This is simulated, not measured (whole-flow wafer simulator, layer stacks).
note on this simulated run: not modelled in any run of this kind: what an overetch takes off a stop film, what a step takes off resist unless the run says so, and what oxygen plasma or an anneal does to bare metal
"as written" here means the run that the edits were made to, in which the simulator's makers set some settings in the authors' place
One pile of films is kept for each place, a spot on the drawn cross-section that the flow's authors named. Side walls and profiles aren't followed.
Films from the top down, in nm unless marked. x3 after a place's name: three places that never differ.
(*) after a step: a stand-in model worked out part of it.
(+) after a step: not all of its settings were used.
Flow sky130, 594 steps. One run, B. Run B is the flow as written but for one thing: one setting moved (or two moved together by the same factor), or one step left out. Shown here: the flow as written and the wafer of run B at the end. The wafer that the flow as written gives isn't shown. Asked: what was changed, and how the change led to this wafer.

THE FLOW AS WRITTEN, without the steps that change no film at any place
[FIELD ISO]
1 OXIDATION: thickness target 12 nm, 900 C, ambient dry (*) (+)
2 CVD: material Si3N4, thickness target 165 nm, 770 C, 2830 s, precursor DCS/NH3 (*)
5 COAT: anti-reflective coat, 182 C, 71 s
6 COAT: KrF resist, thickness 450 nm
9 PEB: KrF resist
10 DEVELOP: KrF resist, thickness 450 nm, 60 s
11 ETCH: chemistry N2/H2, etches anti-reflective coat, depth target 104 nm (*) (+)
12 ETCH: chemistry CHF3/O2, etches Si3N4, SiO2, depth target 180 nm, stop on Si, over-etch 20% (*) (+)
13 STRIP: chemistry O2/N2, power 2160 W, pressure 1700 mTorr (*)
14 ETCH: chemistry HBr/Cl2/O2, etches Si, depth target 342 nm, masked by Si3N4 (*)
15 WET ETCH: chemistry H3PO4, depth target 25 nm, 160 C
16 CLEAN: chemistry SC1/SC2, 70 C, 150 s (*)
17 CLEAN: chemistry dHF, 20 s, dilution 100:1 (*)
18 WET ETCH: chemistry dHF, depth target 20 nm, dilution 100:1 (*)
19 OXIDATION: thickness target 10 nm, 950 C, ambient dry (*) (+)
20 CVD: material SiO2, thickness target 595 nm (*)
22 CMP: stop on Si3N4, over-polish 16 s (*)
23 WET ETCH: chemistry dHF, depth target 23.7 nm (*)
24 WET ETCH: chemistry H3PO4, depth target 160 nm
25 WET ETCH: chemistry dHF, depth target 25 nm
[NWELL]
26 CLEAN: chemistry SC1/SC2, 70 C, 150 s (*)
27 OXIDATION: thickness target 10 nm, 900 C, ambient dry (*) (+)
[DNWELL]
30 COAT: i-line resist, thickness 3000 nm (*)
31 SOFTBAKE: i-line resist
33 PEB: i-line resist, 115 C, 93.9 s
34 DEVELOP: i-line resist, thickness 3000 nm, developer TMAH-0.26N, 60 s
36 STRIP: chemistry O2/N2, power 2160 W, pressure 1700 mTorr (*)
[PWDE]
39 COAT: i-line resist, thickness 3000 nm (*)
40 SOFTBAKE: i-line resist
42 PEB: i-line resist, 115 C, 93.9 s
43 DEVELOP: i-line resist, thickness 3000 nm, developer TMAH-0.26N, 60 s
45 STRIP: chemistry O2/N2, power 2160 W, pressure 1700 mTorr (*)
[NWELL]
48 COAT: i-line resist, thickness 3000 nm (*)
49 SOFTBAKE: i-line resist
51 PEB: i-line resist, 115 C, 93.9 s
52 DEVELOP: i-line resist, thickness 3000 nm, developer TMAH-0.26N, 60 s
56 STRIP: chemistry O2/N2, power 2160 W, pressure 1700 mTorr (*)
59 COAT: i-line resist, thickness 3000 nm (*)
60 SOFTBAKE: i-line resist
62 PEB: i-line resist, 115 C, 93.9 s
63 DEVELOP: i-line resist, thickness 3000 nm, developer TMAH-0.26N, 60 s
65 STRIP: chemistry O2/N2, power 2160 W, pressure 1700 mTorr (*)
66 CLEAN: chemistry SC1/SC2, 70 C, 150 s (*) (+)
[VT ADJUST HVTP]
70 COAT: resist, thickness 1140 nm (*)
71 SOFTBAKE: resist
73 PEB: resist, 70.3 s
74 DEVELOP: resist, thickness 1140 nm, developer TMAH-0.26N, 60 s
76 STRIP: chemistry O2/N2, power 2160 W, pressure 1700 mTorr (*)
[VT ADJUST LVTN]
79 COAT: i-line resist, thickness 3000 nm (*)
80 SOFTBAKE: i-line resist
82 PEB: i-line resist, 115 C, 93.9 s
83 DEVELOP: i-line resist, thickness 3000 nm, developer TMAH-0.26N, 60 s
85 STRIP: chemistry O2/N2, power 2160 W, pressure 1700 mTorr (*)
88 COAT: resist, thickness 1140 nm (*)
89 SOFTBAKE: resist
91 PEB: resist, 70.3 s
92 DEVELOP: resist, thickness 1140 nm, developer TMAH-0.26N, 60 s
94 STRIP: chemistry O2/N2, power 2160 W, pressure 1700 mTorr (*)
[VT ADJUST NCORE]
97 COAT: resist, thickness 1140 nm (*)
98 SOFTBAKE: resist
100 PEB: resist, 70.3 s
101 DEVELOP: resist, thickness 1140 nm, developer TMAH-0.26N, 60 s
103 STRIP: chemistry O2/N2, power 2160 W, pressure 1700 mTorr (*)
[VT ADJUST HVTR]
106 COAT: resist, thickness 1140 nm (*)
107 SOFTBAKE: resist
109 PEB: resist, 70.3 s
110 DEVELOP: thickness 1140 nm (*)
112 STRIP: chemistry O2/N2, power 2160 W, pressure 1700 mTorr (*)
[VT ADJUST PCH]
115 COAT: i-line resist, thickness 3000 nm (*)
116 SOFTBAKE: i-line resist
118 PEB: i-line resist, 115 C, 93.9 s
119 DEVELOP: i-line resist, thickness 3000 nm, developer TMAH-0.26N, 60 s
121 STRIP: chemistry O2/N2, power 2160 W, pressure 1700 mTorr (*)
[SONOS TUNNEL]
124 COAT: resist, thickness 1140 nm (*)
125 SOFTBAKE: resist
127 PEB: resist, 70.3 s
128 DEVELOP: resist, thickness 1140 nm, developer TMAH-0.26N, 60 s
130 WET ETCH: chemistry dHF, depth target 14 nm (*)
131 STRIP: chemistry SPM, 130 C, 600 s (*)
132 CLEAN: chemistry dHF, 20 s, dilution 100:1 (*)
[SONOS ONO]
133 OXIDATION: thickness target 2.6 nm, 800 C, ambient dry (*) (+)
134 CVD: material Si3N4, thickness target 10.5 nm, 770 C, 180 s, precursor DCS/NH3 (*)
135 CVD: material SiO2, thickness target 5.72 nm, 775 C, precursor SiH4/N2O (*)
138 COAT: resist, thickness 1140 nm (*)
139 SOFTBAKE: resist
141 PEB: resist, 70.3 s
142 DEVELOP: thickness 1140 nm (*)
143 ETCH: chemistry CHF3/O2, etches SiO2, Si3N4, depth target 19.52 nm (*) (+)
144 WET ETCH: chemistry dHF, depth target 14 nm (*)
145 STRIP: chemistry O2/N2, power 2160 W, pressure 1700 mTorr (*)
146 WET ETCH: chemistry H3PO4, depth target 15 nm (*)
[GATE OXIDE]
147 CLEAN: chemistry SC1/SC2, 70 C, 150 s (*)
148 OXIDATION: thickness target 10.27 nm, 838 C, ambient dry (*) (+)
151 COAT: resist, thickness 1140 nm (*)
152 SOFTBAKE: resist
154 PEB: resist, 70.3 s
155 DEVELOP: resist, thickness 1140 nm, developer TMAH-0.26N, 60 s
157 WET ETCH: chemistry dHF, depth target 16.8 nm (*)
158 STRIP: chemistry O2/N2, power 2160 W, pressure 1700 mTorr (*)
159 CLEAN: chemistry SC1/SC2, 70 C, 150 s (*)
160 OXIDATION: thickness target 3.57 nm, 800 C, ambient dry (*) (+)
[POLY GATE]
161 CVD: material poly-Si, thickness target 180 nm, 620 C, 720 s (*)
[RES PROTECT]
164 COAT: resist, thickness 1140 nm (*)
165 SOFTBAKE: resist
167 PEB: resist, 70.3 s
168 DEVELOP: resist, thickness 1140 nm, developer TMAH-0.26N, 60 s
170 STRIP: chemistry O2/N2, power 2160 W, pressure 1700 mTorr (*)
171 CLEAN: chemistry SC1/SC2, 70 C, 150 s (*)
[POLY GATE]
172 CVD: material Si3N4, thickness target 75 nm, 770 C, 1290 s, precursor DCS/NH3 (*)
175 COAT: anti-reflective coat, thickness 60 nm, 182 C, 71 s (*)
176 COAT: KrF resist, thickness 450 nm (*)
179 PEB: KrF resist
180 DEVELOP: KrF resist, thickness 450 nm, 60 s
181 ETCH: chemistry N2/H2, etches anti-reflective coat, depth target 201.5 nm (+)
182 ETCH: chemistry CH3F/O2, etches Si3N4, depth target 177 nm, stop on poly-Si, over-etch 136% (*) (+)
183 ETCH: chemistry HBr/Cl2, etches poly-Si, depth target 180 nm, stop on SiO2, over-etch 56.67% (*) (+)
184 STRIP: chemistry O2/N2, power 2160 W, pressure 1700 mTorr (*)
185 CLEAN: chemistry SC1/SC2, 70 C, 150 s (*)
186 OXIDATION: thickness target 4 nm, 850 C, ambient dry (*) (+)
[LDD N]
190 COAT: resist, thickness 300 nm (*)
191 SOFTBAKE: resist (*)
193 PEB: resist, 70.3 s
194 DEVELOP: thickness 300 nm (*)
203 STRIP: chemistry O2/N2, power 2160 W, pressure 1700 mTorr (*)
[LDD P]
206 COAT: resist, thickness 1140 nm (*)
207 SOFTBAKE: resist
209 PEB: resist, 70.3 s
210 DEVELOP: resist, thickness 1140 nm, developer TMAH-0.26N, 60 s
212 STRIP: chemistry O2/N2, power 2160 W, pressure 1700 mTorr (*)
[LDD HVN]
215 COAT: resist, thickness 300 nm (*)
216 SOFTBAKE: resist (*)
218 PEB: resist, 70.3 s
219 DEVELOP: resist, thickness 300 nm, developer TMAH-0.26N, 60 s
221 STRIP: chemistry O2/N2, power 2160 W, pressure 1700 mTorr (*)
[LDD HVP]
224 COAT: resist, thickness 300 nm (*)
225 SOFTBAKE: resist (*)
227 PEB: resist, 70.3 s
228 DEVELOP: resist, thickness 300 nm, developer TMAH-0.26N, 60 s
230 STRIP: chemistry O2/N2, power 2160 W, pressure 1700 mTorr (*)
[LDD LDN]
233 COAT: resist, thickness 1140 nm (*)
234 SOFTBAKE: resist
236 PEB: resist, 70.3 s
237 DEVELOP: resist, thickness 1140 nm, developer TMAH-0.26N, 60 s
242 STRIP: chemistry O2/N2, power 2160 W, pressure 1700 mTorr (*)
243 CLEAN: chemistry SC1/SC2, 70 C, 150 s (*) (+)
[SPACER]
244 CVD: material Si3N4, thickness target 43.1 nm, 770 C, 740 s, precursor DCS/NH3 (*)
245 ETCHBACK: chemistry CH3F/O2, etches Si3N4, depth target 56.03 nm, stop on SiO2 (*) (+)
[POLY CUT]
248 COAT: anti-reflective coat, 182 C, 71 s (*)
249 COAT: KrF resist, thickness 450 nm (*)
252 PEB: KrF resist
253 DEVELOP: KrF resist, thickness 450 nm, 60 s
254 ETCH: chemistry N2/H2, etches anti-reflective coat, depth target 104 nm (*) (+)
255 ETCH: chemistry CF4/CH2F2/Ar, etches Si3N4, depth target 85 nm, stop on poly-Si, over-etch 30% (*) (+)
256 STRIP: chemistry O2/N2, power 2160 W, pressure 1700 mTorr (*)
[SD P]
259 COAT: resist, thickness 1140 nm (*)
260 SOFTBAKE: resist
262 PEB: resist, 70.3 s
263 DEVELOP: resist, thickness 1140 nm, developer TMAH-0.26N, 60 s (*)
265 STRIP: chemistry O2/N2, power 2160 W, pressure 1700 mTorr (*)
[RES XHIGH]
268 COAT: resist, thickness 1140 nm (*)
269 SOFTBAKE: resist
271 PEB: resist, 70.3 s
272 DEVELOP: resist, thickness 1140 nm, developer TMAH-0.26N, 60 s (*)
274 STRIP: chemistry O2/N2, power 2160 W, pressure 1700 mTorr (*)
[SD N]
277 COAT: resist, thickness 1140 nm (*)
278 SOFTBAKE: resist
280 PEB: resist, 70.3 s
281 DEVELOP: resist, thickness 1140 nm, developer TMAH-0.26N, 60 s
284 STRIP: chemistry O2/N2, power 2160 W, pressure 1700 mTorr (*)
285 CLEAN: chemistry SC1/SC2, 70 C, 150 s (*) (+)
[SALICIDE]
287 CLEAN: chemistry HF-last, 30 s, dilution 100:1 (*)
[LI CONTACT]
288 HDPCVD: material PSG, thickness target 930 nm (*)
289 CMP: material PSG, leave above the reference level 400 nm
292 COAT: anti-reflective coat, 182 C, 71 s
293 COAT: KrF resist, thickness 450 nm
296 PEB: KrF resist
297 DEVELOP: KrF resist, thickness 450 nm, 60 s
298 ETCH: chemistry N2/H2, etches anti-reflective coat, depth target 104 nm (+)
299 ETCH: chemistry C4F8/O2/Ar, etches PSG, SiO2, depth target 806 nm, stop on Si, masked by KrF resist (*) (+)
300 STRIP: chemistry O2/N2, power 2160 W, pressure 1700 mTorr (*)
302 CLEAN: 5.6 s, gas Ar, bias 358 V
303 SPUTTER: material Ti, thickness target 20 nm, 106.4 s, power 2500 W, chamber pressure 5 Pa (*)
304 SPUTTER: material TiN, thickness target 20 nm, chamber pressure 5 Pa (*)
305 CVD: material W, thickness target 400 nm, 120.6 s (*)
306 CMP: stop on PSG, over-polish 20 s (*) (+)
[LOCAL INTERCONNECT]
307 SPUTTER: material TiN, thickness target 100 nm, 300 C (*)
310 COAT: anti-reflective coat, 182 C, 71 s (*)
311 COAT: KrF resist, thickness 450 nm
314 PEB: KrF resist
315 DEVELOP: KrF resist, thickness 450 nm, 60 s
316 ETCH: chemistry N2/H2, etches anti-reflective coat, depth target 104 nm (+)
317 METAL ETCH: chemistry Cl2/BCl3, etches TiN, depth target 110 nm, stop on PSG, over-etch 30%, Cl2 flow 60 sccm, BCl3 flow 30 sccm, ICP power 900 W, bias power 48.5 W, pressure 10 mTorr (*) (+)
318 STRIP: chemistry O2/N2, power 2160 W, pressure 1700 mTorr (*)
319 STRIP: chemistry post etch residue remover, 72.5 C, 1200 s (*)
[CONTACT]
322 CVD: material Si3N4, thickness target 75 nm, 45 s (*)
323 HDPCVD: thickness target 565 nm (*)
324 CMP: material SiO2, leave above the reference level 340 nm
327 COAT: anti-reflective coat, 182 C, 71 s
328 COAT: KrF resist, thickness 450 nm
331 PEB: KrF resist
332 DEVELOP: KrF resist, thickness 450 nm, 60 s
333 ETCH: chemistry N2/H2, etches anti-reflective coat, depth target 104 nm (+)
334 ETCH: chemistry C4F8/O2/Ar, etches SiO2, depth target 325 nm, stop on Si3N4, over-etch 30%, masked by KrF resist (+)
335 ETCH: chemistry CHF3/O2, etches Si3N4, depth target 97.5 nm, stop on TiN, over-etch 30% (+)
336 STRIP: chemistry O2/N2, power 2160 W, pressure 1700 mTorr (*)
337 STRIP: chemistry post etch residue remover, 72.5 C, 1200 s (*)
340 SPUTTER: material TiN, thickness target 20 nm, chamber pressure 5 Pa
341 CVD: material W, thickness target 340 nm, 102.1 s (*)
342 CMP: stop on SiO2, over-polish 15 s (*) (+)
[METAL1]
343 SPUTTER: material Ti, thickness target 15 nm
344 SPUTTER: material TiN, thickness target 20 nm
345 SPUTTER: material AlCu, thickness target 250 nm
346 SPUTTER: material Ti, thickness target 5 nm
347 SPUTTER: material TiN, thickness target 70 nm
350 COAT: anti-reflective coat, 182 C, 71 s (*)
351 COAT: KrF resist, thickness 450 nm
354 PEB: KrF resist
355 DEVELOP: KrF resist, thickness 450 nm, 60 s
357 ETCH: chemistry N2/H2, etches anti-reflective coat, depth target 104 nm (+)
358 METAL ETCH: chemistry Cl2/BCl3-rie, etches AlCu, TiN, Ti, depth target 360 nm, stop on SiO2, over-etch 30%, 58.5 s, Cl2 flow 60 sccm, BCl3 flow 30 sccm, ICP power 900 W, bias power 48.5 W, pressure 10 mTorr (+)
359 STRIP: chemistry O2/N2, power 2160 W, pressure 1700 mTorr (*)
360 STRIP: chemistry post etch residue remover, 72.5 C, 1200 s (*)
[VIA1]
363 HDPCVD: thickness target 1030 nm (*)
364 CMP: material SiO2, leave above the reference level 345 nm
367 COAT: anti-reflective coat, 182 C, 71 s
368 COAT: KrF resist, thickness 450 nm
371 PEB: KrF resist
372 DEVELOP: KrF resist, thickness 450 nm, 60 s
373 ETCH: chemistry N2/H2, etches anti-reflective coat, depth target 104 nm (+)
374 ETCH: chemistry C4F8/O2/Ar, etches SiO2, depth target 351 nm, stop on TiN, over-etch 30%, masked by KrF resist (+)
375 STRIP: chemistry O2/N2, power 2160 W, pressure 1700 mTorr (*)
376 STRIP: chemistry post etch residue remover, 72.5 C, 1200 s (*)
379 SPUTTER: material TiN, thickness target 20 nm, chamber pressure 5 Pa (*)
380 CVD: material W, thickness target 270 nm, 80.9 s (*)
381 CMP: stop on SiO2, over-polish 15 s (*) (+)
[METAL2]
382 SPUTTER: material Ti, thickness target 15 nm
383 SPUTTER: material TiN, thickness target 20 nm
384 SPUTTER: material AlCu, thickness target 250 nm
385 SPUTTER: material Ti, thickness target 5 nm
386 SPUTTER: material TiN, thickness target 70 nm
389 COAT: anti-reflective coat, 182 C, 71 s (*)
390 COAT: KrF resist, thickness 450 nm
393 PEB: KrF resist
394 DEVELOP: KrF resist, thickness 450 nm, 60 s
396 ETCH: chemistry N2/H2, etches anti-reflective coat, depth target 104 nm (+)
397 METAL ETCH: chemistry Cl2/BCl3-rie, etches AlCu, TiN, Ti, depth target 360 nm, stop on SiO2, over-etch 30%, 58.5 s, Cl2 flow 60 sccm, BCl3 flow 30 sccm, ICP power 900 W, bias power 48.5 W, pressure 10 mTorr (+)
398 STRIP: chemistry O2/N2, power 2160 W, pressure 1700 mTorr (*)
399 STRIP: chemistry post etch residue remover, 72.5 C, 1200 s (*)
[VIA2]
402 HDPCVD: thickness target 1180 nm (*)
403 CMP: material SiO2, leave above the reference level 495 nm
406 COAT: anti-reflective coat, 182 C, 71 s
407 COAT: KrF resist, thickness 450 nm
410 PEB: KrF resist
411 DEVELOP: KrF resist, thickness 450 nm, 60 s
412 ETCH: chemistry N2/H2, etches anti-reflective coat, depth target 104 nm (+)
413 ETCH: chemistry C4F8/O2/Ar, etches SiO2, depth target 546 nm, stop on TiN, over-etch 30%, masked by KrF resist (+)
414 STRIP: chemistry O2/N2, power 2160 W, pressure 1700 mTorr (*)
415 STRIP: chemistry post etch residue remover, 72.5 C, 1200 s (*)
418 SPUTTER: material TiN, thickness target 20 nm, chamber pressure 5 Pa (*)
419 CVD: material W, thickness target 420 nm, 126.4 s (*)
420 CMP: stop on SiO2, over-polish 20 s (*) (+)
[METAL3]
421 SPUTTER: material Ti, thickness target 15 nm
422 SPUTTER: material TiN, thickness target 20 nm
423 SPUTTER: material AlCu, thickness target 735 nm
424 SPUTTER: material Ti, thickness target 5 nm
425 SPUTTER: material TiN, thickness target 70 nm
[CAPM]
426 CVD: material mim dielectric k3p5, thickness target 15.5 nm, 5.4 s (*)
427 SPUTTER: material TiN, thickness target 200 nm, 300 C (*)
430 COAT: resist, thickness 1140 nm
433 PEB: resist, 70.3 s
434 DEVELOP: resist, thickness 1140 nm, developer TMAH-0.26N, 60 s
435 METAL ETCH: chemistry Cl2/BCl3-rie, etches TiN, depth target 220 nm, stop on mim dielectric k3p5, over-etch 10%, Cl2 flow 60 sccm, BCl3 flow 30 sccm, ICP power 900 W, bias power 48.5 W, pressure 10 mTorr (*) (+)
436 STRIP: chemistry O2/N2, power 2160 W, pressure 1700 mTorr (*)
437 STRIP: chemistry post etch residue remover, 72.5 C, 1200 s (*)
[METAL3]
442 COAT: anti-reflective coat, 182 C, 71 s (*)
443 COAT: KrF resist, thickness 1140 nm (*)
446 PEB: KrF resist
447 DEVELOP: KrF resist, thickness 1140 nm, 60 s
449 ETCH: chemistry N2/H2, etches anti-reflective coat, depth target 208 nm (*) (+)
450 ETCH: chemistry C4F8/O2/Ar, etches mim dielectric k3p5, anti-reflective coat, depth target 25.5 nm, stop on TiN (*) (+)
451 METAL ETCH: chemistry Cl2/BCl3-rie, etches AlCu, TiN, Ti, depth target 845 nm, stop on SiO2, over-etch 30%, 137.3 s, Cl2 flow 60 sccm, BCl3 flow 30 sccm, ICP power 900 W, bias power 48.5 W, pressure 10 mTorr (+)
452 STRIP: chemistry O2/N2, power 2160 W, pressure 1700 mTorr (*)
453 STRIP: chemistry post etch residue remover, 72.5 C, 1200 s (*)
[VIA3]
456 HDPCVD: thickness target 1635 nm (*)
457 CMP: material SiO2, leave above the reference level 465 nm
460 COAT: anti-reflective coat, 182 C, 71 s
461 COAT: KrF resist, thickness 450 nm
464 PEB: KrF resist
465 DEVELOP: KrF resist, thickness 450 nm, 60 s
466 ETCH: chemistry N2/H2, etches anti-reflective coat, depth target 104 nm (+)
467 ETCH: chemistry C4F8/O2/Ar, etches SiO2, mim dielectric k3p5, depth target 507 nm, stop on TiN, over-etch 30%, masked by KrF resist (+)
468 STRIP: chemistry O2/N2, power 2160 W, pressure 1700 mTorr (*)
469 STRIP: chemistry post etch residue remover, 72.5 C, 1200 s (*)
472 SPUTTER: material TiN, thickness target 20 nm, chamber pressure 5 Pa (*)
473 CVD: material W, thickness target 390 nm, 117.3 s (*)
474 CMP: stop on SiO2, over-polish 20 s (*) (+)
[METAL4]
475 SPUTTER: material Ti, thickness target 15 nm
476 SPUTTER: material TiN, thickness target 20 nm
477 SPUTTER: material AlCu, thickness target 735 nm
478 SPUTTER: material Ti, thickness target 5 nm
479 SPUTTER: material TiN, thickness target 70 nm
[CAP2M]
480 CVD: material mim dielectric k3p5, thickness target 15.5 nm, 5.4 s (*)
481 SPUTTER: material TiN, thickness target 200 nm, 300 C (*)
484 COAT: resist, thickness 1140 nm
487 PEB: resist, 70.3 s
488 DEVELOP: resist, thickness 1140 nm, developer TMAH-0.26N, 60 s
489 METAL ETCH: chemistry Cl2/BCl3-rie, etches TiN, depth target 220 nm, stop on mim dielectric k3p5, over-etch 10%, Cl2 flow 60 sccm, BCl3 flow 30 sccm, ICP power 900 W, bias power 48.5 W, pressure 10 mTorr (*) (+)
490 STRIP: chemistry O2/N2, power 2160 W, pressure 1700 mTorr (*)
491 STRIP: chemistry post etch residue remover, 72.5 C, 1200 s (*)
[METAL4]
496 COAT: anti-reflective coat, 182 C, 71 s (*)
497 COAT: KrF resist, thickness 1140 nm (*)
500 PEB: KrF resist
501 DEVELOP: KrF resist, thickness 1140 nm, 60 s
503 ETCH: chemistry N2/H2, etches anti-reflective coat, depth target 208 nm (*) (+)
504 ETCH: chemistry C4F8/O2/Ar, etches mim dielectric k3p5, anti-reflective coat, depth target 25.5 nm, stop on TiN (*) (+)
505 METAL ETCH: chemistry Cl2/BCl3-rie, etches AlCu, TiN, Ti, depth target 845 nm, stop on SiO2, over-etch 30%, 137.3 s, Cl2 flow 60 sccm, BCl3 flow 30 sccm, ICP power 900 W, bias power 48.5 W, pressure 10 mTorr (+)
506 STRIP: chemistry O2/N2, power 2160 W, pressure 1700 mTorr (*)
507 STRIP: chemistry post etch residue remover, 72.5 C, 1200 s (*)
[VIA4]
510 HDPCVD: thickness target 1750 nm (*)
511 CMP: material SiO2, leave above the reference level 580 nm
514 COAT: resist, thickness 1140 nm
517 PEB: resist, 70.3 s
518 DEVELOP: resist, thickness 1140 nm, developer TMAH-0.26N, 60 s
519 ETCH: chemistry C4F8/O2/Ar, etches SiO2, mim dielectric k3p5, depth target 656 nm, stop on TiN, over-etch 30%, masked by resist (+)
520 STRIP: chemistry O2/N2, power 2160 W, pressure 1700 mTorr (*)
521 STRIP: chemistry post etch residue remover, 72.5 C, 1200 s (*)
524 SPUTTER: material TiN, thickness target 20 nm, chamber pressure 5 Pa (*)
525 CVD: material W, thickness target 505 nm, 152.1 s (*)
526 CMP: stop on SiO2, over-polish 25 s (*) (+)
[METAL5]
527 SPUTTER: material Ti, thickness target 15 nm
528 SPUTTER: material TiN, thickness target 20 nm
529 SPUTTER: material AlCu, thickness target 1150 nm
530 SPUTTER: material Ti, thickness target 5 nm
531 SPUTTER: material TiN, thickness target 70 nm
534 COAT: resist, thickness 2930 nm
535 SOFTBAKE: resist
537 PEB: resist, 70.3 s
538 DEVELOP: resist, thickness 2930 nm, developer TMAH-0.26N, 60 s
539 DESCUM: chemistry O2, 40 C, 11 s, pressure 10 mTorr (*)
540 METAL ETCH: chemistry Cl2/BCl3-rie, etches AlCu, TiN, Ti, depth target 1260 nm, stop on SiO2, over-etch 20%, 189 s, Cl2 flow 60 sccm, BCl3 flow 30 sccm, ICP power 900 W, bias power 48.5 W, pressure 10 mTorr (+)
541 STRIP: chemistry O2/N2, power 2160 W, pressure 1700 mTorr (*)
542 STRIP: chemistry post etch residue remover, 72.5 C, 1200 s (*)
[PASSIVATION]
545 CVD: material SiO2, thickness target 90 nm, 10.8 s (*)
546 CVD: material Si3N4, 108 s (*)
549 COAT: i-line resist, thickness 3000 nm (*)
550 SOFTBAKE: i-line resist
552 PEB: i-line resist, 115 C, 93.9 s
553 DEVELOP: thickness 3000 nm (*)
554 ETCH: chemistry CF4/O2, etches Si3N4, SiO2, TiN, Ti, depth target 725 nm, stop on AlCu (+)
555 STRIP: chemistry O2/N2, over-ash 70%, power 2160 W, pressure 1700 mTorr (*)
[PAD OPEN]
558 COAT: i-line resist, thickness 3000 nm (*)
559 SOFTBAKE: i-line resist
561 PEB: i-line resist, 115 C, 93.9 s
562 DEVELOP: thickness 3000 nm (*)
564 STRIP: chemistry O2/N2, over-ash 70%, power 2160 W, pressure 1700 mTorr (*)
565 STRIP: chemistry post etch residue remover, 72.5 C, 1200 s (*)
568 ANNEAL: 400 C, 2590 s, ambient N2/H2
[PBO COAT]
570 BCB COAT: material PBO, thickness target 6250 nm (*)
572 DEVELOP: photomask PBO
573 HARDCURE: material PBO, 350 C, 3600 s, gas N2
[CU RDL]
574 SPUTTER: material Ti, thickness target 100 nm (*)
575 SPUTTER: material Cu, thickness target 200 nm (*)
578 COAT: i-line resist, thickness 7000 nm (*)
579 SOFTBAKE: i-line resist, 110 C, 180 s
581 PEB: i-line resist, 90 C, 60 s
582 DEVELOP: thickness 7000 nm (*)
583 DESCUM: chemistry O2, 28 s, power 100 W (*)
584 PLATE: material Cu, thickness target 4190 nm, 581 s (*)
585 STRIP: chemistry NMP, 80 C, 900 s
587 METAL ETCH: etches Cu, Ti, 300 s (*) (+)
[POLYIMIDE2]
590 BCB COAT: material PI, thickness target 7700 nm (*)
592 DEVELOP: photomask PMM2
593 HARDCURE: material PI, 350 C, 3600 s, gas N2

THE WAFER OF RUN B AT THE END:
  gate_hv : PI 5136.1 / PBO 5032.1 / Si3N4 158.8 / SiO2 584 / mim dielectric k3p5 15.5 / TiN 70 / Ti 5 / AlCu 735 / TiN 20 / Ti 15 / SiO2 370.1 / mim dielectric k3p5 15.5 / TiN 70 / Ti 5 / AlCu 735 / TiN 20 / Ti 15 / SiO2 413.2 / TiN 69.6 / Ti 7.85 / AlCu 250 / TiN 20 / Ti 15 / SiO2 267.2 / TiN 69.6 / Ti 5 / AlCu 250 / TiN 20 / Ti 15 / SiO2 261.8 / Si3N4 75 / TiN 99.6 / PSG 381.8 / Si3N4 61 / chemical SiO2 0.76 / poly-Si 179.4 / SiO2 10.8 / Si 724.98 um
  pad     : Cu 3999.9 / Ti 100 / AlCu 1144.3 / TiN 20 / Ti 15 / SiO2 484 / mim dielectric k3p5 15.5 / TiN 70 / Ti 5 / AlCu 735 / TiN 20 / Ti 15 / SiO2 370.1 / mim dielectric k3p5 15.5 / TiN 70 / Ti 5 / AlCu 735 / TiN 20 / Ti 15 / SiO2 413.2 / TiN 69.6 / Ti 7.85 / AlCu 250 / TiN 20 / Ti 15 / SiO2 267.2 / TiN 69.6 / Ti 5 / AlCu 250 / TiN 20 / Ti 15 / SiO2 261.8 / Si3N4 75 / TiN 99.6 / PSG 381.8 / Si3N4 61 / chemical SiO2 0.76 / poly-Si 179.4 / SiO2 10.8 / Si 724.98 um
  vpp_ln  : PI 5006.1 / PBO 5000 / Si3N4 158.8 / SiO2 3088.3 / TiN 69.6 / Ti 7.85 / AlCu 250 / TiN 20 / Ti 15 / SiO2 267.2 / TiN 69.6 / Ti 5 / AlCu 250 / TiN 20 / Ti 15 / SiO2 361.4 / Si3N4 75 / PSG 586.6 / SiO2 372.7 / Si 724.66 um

The cause: step 385, SPUTTER: thickness target 7.85 nm was run, where the flow has thickness target 5 nm.
It can be read off the wafer: gate_hv has Ti 7.85, and step 385 as written asks for 5 nm.

How the change led to this, step by step:
  385 SPUTTER: material Ti, thickness target 5 nm
      field, active, n_well and 188 more: Ti +7.85 (new film) (as written it would be: Ti +5 (new film))
  397 METAL ETCH: chemistry Cl2/BCl3-rie, etches AlCu, TiN, Ti, depth target 360 nm, stop on SiO2, over-etch 30%, 58.5 s, Cl2 flow 60 sccm, BCl3 flow 30 sccm, ICP power 900 W, bias power 48.5 W, pressure 10 mTorr (+)
      field, active, gate and 82 more: TiN -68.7 (all of it), Ti -7.85 (all of it), AlCu -250 (all of it), TiN -20 (all of it), Ti -15 (all of it), SiO2 -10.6 (as written it would be: TiN -68.7 (all of it), Ti -5 (all of it), AlCu -250 (all of it), TiN -20 (all of it), Ti -15 (all of it), SiO2 -10.9)
